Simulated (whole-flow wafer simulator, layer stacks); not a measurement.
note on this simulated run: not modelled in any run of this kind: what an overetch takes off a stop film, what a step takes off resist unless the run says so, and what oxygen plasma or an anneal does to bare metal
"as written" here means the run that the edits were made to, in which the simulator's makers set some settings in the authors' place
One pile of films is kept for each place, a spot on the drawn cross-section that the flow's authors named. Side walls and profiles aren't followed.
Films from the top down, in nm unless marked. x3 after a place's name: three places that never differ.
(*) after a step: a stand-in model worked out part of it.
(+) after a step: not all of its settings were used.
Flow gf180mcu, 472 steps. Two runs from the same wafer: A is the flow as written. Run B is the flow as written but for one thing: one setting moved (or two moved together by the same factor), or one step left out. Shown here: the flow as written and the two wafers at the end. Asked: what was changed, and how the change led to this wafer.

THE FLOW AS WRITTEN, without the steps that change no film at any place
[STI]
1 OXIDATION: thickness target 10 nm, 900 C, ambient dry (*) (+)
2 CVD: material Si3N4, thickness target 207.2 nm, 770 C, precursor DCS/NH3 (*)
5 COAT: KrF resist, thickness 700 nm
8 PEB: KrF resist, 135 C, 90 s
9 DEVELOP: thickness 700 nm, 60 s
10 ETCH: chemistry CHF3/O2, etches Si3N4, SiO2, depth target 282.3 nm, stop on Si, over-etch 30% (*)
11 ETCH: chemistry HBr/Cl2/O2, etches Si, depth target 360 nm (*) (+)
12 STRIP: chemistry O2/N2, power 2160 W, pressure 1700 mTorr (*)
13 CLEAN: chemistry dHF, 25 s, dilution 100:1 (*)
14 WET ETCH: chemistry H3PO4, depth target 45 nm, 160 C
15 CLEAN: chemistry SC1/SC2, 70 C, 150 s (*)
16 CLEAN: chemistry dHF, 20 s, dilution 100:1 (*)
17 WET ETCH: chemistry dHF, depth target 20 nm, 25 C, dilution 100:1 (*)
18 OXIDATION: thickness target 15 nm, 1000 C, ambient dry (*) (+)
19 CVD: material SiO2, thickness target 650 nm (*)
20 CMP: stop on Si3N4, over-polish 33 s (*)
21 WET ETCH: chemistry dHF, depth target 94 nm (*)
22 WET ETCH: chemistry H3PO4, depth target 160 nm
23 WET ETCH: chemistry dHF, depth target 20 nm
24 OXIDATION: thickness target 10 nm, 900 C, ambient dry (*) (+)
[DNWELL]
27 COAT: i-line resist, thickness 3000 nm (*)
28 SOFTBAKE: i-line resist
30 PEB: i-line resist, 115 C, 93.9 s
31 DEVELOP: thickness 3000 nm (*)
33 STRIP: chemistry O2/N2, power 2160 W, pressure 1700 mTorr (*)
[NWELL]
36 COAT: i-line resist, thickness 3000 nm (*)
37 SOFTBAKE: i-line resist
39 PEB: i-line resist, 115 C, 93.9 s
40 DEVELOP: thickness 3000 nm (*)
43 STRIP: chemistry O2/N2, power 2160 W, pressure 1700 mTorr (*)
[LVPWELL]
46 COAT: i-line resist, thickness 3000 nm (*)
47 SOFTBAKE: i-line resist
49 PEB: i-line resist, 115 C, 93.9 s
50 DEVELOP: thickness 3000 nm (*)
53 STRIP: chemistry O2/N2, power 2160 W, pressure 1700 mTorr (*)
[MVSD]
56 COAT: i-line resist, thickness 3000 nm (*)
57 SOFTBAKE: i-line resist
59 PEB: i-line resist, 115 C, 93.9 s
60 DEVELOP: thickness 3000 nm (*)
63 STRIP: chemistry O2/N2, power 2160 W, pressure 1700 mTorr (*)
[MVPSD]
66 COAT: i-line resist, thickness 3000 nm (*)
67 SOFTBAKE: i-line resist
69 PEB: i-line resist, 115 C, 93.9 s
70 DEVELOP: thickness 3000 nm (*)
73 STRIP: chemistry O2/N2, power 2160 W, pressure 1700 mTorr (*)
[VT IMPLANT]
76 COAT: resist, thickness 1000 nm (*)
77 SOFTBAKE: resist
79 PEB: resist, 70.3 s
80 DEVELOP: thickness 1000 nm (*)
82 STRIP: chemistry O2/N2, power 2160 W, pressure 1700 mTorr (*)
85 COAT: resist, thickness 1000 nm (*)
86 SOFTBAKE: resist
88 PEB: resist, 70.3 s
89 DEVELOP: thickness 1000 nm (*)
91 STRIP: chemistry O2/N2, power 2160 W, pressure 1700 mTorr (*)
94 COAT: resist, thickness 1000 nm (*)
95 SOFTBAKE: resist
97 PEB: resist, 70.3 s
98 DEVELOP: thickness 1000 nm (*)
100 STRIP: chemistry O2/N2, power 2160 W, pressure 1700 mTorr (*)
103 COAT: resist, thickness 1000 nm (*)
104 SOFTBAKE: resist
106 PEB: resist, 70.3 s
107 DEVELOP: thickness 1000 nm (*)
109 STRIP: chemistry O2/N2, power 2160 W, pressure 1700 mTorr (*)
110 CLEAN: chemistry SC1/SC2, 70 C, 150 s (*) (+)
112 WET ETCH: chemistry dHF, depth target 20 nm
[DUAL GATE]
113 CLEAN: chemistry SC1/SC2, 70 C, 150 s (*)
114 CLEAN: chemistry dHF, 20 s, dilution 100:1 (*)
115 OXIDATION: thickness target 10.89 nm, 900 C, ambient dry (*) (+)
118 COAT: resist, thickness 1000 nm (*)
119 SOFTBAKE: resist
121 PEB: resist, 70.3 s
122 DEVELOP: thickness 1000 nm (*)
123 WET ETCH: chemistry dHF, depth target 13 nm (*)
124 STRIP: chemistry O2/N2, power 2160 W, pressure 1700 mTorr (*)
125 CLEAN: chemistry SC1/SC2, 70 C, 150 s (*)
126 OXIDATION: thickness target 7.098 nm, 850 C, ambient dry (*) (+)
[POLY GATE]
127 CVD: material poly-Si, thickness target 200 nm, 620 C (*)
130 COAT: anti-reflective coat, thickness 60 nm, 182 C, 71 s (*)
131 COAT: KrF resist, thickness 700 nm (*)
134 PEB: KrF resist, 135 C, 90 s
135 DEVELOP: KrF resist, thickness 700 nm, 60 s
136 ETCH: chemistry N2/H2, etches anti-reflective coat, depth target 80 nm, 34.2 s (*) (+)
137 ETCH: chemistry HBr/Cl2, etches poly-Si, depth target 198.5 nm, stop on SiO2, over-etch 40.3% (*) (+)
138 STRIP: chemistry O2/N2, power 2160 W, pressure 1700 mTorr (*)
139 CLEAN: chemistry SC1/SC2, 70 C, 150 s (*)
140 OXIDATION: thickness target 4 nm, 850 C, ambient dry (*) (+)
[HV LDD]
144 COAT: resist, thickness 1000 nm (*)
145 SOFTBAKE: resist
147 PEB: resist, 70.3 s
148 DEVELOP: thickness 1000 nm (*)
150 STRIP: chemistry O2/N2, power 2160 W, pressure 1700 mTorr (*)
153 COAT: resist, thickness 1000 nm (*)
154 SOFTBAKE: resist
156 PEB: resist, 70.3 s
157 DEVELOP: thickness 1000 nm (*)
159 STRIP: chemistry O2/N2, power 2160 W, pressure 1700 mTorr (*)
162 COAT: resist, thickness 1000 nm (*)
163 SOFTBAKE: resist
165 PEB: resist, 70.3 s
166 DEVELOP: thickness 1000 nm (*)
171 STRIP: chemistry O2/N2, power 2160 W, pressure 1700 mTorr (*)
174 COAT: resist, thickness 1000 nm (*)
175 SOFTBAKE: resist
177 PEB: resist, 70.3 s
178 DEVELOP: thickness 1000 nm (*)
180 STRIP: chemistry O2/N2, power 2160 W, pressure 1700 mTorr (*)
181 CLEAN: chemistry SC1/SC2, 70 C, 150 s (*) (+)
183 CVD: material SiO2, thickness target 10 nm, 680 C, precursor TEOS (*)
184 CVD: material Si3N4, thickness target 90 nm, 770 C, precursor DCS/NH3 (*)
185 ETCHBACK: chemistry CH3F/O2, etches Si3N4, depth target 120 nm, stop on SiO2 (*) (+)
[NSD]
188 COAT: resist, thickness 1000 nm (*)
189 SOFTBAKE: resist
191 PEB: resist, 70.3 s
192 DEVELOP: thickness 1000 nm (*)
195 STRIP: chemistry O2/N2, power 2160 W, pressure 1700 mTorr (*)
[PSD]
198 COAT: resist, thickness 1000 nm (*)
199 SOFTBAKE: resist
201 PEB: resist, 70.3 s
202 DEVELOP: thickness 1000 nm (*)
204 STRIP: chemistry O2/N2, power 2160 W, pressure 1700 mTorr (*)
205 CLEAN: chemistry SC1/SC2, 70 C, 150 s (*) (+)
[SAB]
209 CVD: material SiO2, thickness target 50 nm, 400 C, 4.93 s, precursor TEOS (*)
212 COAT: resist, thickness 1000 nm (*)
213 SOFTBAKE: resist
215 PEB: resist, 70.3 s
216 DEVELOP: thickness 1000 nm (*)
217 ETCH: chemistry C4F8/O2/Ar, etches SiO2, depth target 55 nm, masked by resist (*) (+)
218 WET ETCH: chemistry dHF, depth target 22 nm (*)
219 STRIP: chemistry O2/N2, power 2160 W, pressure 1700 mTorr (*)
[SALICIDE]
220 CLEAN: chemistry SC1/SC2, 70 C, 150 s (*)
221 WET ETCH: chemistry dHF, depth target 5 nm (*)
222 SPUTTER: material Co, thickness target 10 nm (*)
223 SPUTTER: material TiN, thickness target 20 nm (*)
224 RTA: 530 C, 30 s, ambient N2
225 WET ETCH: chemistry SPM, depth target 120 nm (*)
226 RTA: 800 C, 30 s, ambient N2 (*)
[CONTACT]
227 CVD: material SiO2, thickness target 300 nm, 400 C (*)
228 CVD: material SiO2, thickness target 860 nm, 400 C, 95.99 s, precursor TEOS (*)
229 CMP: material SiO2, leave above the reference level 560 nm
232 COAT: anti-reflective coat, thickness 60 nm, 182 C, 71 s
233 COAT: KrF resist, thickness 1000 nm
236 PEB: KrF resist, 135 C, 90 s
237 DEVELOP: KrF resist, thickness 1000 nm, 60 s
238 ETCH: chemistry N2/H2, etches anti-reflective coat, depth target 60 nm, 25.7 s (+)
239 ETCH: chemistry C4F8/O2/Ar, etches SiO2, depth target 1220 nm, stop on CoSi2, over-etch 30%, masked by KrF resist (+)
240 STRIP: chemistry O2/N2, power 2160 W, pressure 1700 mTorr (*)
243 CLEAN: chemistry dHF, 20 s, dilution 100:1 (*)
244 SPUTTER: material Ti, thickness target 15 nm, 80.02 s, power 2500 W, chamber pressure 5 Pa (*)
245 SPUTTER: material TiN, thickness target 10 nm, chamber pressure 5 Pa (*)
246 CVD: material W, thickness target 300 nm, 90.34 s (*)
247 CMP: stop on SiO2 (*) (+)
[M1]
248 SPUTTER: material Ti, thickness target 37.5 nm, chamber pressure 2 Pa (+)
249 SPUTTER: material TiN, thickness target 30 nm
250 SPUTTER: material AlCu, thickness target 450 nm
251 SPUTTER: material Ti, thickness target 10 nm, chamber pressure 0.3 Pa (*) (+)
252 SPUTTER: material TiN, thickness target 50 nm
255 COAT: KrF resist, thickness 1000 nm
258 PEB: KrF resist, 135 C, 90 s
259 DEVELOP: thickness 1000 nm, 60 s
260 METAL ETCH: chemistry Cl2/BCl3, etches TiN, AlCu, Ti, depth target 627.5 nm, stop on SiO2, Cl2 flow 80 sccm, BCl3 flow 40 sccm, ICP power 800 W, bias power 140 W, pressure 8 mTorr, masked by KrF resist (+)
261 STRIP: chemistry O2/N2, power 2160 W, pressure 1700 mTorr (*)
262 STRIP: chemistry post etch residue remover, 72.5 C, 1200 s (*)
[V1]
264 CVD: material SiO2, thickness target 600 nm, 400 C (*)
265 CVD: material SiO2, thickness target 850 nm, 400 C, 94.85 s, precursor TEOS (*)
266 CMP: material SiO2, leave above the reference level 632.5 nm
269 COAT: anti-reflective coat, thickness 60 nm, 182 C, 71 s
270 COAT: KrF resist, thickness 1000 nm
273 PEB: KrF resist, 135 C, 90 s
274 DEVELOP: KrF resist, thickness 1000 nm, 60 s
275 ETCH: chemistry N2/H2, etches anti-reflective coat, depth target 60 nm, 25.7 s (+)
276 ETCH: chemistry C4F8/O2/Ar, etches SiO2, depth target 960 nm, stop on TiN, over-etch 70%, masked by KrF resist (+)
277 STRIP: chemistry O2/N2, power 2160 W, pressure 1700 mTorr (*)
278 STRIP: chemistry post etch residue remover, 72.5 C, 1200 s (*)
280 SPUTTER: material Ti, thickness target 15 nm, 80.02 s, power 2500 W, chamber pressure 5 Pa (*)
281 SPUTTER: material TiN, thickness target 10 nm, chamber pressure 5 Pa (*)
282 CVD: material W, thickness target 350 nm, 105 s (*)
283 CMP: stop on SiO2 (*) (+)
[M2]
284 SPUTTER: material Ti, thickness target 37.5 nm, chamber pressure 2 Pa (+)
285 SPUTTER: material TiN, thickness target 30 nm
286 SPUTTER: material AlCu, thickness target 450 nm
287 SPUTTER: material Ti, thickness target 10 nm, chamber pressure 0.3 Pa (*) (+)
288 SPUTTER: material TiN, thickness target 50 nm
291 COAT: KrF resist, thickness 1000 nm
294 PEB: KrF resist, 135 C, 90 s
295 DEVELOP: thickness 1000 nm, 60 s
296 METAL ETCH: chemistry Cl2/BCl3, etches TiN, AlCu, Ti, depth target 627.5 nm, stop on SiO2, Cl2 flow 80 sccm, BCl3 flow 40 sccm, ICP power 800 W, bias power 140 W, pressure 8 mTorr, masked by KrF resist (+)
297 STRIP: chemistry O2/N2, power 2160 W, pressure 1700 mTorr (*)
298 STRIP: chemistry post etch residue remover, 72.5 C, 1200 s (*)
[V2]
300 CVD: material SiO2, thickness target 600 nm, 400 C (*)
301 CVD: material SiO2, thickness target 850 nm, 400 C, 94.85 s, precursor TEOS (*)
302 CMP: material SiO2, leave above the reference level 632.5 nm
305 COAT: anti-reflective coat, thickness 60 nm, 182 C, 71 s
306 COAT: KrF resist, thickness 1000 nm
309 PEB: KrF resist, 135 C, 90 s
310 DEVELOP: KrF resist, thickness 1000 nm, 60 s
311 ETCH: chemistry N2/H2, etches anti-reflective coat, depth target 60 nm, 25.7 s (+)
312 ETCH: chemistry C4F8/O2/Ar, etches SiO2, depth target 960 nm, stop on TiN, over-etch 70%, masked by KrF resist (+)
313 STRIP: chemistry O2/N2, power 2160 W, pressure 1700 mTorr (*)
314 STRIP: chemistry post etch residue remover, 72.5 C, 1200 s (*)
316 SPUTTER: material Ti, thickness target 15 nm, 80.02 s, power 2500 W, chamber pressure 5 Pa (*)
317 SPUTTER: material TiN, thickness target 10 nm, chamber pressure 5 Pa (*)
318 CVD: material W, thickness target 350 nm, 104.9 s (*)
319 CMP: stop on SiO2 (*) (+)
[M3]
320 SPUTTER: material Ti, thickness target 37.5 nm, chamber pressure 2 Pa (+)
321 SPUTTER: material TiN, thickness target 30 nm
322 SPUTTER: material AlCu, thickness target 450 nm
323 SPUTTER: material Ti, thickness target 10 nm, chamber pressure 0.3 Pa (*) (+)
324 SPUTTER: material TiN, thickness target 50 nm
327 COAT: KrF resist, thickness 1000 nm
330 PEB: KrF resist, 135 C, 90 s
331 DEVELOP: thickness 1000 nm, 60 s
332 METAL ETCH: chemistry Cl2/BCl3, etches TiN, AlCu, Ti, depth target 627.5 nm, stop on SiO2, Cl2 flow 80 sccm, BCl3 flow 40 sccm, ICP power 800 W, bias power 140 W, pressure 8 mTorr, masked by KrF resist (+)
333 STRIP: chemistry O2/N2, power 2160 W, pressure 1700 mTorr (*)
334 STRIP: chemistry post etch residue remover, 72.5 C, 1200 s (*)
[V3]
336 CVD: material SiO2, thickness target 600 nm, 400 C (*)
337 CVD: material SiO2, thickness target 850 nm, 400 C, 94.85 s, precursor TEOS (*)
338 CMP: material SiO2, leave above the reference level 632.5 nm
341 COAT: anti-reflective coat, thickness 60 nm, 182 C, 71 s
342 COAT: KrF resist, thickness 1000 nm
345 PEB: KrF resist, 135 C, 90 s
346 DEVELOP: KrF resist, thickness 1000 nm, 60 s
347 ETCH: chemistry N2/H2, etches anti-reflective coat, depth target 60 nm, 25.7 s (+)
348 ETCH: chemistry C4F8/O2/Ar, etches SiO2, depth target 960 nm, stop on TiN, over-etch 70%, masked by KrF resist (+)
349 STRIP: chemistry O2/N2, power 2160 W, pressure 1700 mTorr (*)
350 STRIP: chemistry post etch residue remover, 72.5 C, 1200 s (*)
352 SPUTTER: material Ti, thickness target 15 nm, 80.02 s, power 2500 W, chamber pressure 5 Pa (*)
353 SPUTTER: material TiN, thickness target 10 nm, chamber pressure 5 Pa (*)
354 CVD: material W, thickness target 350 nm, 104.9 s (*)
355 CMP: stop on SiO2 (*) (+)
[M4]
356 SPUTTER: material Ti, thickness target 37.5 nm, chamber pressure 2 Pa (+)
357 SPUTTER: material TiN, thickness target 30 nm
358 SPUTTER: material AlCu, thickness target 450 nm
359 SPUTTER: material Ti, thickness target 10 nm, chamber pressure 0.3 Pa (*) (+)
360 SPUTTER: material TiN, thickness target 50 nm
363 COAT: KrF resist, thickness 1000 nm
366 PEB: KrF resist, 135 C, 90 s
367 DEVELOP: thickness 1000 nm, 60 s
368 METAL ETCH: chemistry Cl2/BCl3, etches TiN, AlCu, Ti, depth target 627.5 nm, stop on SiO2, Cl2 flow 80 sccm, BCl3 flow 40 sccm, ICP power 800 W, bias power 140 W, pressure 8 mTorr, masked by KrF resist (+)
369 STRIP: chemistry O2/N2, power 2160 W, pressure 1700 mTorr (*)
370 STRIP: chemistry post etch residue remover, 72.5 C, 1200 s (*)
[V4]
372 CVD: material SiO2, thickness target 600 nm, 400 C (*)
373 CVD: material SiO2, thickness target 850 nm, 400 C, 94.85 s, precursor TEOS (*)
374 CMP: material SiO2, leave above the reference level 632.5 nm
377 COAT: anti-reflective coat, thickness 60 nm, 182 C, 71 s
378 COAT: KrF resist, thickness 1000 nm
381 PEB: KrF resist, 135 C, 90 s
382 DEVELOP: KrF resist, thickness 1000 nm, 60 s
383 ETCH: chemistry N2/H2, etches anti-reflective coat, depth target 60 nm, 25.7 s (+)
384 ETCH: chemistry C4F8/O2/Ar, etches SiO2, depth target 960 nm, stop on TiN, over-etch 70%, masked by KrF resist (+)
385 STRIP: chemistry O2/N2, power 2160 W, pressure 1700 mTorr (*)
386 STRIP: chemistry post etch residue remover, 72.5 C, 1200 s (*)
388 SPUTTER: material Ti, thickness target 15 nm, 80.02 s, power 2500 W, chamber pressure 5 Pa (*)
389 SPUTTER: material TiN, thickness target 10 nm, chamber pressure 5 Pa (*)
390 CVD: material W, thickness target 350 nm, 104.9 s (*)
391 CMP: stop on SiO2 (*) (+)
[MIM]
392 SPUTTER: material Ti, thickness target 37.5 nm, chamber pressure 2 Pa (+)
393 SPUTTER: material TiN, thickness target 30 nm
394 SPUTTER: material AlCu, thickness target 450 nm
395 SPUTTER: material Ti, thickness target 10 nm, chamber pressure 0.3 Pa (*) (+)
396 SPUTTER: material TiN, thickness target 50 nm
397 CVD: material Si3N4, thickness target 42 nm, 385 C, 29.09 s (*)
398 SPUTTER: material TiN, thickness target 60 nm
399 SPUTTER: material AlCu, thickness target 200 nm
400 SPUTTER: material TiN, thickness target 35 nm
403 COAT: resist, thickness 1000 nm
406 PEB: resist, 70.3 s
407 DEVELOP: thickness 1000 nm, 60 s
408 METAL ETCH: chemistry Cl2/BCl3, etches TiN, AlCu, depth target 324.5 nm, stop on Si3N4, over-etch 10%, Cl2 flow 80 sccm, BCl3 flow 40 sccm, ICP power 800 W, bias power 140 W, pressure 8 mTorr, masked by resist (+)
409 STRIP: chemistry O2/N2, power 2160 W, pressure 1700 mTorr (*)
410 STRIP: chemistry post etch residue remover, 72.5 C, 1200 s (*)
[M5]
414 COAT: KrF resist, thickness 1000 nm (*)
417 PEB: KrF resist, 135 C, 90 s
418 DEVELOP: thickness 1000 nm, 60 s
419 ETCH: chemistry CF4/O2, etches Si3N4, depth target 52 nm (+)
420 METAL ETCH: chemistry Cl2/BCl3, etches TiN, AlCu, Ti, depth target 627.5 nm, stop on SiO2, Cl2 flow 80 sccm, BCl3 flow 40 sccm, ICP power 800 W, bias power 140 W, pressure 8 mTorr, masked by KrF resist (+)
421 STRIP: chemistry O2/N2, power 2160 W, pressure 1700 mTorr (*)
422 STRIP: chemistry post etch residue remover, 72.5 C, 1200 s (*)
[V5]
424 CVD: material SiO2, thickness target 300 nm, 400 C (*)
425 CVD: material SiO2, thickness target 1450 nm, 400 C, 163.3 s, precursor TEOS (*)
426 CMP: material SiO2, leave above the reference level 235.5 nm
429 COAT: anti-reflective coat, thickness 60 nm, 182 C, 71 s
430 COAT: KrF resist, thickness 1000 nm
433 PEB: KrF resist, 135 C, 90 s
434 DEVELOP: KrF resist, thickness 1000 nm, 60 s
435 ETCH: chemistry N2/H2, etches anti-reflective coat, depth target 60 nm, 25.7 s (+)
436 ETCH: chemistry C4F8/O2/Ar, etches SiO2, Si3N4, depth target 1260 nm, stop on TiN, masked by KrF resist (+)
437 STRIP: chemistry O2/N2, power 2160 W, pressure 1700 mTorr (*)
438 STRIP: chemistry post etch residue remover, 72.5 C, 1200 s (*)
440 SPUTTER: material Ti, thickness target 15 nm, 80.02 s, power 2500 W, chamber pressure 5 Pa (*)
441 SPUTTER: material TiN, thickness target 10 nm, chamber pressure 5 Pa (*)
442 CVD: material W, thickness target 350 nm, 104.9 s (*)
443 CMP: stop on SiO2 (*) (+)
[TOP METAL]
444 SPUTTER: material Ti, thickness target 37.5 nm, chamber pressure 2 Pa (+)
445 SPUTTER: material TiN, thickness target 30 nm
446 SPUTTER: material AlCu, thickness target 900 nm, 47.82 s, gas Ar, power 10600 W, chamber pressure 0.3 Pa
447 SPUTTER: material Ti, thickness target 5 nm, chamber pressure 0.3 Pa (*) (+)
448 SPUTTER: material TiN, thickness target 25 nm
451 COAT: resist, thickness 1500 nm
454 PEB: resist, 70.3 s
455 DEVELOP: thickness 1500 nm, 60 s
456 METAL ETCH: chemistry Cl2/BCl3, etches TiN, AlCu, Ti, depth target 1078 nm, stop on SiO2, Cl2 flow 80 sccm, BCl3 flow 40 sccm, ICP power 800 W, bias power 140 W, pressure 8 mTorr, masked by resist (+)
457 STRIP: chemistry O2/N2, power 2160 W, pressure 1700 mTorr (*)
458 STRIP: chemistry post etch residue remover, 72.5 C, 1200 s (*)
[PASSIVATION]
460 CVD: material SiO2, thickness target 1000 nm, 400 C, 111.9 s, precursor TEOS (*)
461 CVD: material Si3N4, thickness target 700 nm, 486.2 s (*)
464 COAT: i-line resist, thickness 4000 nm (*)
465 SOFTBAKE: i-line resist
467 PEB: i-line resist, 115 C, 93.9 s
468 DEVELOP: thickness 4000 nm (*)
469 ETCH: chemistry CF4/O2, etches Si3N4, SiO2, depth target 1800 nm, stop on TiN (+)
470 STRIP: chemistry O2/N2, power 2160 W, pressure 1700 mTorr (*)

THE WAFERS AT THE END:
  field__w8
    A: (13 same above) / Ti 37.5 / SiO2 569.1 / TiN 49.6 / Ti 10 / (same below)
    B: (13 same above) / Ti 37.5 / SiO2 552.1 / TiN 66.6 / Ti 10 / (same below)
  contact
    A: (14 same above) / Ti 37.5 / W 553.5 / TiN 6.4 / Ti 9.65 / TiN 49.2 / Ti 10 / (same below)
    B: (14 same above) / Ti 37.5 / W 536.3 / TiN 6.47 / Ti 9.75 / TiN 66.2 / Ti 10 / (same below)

The cause: step 360, SPUTTER: thickness target 67 nm was run, where the flow has thickness target 50 nm.

How the change led to this, step by step:
  360 SPUTTER: material TiN, thickness target 50 nm
      field, field__w1, field__w2 and 108 more: A TiN +50 (new film) | B TiN +67 (new film)
  368 METAL ETCH: chemistry Cl2/BCl3, etches TiN, AlCu, Ti, depth target 627.5 nm, stop on SiO2, Cl2 flow 80 sccm, BCl3 flow 40 sccm, ICP power 800 W, bias power 140 W, pressure 8 mTorr, masked by KrF resist (+)
      field, field__w1, field__w2 and 103 more: A TiN -50 (all of it), Ti -10 (all of it), AlCu -450 (all of it), TiN -30 (all of it), Ti -37.5 (all of it) | B TiN -67 (all of it), Ti -10 (all of it), AlCu -450 (all of it), TiN -30 (all of it), Ti -37.5 (all of it)
  384 ETCH: chemistry C4F8/O2/Ar, etches SiO2, depth target 960 nm, stop on TiN, over-etch 70%, masked by KrF resist (+)
      contact: A SiO2 -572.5 (all of it) | B SiO2 -555.5 (all of it)
